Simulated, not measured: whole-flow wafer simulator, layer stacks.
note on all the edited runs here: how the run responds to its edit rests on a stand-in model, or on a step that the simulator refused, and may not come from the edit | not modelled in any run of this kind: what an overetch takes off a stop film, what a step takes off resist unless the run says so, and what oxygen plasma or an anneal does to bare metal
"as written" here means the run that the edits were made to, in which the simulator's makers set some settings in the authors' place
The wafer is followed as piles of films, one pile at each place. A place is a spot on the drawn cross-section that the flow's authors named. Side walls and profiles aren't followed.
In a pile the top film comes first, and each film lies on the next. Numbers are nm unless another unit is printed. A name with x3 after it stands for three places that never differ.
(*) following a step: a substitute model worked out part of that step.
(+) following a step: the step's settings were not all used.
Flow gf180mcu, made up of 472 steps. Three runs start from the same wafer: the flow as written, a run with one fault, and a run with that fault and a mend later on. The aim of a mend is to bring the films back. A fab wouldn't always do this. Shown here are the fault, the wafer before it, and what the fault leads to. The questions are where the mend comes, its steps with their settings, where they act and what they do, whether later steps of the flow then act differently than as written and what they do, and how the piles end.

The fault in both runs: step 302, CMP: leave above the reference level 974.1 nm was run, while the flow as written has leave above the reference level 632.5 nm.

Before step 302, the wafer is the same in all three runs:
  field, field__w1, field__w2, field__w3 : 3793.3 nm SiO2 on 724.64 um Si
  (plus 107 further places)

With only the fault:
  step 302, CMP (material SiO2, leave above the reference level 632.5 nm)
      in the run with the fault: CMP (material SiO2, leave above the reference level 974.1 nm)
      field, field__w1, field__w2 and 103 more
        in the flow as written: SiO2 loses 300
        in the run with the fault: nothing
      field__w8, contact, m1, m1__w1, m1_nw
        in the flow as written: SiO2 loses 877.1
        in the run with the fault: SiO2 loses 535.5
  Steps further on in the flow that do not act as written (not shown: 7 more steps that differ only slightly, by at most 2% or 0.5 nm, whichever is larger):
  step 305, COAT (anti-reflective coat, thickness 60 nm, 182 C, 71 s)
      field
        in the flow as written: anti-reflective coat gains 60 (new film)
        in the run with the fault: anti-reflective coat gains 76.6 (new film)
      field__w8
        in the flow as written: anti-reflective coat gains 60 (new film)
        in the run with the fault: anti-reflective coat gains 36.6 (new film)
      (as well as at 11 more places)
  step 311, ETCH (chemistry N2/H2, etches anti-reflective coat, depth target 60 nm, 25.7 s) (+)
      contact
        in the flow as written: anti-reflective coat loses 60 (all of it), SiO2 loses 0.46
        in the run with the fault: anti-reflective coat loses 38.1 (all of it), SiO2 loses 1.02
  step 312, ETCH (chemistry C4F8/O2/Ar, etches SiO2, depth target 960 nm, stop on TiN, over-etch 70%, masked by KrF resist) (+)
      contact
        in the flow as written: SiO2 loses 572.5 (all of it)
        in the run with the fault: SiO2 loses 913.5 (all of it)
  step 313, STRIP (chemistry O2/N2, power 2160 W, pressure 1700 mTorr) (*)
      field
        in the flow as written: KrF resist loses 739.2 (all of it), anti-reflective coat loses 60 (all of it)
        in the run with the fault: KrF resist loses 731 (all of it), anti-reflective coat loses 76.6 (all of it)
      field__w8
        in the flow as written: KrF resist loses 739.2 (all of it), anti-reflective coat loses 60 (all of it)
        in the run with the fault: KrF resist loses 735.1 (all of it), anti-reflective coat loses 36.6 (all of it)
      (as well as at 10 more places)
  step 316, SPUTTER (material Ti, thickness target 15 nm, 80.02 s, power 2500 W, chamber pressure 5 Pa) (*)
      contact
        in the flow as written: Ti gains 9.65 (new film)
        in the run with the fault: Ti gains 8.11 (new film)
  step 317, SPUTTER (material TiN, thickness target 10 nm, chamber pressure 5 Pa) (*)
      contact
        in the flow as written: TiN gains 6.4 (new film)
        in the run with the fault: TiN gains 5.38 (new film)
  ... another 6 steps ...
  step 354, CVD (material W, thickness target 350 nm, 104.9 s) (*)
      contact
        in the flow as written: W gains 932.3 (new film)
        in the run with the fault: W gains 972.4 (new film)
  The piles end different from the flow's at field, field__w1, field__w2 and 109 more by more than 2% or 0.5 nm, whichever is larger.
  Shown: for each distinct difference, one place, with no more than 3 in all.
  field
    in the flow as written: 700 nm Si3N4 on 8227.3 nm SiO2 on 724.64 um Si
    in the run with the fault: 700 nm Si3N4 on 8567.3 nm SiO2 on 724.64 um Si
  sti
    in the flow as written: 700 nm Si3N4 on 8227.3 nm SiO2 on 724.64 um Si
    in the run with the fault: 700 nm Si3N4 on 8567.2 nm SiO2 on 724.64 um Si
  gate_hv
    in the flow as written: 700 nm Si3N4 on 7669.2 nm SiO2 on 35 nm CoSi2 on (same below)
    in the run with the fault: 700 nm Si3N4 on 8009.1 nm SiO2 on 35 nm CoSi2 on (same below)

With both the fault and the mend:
  The mend stands after step 310.
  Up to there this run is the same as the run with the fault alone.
  step 310a, STRIP (chemistry O2/N2, power 2160 W, pressure 1700 mTorr) (*)
      iso_ptap_pw, iso_ntap_nw, iso_nw_fld and 33 more
        KrF resist loses 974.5 (all of it), anti-reflective coat loses 60 (all of it)
      field__w6, field_sub, field_sub__w1 and 17 more
        KrF resist loses 974.9 (all of it), anti-reflective coat loses 60.1 (all of it)
      field__w2, field__w3, field__w7 and 10 more
        KrF resist loses 975 (all of it), anti-reflective coat loses 60.1 (all of it)
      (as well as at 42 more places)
  step 310b, CMP (material SiO2, leave above the reference level 632.5 nm) (the flow's step 302 again)
      field, field__w1, field__w2 and 103 more
        SiO2 loses 300
      field__w8, contact, m1, m1__w1, m1_nw
        SiO2 loses 341.6
  step 310c, HMDS (120 C, 60 s) (the flow's step 304 again)
      does not change any film at any place that is followed
  step 310d, COAT (anti-reflective coat, thickness 60 nm, 182 C, 71 s) (the flow's step 305 again)
      field, field__w1, field__w2 and 108 more
        anti-reflective coat gains 60 (new film)
  step 310e, COAT (KrF resist, thickness 1000 nm) (the flow's step 306 again)
      field, field__w1, field__w2 and 108 more
        KrF resist gains 1000 (new film)
  step 310f, SOFTBAKE (KrF resist) (the flow's step 307 again)
      does not change any film at any place that is followed
  step 310g, EXPOSE (photomask Via2) (the flow's step 308 again)
      does not change any film at any place that is followed
  step 310h, PEB (KrF resist, 135 C, 90 s) (the flow's step 309 again)
      field, field__w1, field__w2 and 108 more
        KrF resist loses 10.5
  step 310i, DEVELOP (KrF resist, thickness 1000 nm, 60 s) (the flow's step 310 again)
      field, field__w1, field__w2 and 107 more
        KrF resist loses 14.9
      contact
        KrF resist loses 989.5 (all of it)
  Later steps of the flow that are run all act as written at every place that is followed.
  By the end, the piles equal the flow's at every place that both follow.
